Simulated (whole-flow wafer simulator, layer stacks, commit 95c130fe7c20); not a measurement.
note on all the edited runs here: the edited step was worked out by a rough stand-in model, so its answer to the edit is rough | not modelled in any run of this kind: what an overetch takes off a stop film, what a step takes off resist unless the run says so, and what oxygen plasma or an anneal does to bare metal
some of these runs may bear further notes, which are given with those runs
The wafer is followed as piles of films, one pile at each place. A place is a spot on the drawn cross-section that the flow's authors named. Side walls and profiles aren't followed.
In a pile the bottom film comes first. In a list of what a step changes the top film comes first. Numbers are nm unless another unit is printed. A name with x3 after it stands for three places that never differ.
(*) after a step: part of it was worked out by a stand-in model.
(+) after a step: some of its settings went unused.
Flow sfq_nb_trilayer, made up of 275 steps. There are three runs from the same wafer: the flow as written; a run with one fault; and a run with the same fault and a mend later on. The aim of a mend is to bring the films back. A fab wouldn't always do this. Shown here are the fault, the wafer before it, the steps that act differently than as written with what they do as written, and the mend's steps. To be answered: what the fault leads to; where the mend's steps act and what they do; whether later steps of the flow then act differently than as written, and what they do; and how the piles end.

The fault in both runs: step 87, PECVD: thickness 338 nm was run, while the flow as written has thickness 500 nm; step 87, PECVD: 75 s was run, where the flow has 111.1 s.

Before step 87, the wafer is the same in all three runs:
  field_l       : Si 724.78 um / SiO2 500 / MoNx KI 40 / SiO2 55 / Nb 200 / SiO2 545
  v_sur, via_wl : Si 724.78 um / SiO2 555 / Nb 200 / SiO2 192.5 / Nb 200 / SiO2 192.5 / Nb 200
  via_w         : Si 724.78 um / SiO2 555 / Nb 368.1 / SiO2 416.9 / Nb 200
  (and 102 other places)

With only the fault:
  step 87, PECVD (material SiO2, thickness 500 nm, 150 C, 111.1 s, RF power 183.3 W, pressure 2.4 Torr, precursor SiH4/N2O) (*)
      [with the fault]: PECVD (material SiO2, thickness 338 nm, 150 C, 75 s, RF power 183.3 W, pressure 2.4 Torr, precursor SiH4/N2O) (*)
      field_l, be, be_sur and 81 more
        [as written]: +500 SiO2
        [with the fault]: +338 SiO2
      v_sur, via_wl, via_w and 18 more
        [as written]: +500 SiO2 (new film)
        [with the fault]: +338 SiO2 (new film)
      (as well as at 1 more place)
  Steps later in the flow that act otherwise than as written (7 other steps are not shown; they differ only slightly, by no more than 2% or 0.5 nm, whichever is larger):
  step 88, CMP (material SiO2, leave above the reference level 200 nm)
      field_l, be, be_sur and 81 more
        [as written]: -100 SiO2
        [with the fault]: nothing
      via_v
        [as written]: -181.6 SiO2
        [with the fault]: nothing
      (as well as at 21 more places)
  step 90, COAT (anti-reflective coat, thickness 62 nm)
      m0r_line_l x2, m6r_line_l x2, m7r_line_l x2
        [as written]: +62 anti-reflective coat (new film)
        [with the fault]: +63.6 anti-reflective coat (new film)
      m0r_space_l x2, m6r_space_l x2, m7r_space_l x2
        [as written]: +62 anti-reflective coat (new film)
        [with the fault]: +70.8 anti-reflective coat (new film)
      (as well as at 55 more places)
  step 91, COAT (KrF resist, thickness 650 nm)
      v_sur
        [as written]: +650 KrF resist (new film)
        [with the fault]: +627.2 KrF resist (new film)
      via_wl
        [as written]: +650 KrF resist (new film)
        [with the fault]: +624.7 KrF resist (new film)
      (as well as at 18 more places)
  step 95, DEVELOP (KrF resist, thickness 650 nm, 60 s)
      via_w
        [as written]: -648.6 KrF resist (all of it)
        [with the fault]: -626.7 KrF resist (all of it)
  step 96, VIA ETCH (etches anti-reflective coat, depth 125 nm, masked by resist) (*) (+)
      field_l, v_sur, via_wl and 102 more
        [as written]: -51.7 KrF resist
        [with the fault]: -47.5 KrF resist
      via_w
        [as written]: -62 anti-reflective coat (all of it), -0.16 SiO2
        [with the fault]: -57.1 anti-reflective coat (all of it), -0.14 SiO2
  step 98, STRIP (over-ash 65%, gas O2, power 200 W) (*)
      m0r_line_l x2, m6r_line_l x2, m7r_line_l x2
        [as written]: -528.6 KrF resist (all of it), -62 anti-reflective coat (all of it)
        [with the fault]: -544.5 KrF resist (all of it), -63.6 anti-reflective coat (all of it)
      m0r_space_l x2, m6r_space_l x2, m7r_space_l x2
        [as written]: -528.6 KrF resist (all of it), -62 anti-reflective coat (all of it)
        [with the fault]: -539.7 KrF resist (all of it), -70.8 anti-reflective coat (all of it)
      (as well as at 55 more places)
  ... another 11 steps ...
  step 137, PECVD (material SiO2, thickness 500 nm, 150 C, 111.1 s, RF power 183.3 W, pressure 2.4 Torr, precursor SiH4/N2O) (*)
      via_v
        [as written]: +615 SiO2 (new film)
        [with the fault]: +685.3 SiO2 (new film)
  The piles end different from the flow's at via_v, p4_w1, p4_w2 and 7 more by more than 2% or 0.5 nm, whichever is larger.
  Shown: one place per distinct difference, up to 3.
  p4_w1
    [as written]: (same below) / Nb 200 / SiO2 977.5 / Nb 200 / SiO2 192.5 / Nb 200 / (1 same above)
    [with the fault]: (same below) / Nb 200 / SiO2 915.5 / Nb 200 / SiO2 254.5 / Nb 200 / (1 same above)
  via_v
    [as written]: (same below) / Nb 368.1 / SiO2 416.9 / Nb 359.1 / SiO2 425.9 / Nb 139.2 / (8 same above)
    [with the fault]: (same below) / Nb 368.1 / SiO2 362.6 / Nb 343.1 / SiO2 496.2 / Nb 139.2 / (8 same above)

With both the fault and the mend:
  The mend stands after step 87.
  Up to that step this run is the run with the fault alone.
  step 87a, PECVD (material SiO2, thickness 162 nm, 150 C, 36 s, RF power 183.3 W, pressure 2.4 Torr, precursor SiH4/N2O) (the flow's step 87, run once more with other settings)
      field_l, v_sur, via_wl and 102 more
        +162 SiO2
      via_v
        +152.2 SiO2
  Steps later in the flow that act otherwise than as written:
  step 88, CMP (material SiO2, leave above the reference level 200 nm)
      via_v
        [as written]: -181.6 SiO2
        [with the mend]: -97.9 SiO2
  By the end, the piles equal the flow's at every place that both follow.
